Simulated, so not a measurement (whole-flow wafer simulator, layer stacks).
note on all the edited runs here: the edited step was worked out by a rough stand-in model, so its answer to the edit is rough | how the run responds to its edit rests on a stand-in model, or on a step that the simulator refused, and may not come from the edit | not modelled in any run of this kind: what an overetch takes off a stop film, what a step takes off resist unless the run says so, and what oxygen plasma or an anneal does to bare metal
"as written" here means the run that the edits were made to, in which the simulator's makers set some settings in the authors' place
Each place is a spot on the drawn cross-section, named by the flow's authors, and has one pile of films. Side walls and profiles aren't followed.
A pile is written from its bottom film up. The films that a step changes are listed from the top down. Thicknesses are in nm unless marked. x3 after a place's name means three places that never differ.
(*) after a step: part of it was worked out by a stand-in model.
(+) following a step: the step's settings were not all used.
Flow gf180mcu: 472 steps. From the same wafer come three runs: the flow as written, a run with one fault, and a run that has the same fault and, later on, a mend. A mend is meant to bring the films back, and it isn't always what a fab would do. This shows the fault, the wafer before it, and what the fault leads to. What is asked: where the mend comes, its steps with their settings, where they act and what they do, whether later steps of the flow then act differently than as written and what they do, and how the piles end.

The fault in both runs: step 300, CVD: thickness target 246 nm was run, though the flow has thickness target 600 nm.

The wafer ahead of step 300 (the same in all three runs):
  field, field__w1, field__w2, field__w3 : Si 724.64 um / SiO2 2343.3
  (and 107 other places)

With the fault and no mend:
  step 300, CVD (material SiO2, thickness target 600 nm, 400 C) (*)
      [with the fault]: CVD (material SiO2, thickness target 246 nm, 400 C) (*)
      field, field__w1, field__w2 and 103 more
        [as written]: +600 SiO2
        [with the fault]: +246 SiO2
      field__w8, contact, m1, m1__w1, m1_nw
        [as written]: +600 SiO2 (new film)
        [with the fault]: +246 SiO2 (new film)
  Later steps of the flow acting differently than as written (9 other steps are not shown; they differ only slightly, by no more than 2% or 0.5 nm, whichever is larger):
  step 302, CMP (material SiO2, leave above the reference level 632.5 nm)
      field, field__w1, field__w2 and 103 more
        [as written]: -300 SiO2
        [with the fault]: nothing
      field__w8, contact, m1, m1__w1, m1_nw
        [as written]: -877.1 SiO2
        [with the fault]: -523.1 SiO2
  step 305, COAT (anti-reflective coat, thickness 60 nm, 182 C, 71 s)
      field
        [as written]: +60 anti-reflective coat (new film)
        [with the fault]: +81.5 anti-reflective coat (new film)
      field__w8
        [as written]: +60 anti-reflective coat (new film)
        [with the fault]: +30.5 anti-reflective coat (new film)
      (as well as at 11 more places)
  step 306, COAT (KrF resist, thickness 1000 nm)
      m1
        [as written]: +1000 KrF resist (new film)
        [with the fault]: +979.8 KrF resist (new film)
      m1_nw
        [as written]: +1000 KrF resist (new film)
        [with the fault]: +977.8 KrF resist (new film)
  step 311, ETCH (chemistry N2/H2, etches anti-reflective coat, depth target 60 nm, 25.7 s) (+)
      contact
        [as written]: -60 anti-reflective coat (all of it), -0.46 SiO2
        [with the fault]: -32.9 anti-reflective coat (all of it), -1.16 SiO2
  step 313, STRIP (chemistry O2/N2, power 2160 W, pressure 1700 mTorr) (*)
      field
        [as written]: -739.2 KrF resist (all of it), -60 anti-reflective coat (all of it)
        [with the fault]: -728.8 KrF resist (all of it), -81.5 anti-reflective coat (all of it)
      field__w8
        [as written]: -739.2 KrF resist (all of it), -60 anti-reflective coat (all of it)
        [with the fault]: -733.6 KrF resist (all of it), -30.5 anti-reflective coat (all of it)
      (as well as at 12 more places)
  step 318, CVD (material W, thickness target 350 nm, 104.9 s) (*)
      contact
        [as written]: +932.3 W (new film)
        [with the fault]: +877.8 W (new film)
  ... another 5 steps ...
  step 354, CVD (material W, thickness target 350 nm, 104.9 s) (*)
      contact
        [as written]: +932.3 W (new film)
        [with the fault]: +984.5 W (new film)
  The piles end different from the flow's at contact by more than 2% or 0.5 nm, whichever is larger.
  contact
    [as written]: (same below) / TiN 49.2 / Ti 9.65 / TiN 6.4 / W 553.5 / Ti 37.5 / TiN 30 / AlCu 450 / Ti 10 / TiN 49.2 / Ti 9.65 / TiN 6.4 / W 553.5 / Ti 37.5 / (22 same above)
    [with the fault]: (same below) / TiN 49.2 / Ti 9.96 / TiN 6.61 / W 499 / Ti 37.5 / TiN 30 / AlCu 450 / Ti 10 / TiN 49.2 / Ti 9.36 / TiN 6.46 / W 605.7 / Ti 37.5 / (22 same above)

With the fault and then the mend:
  The mend stands after step 300.
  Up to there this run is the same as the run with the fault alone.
  step 300a, CVD (material SiO2, thickness target 354 nm, 400 C) (*) (the flow's step 300 again, with other settings)
      field, field__w1, field__w2 and 108 more
        +354 SiO2
  Every later step of the flow that is run acts as written at every place that is followed.
  By the end, the piles equal the flow's at every place that both follow.
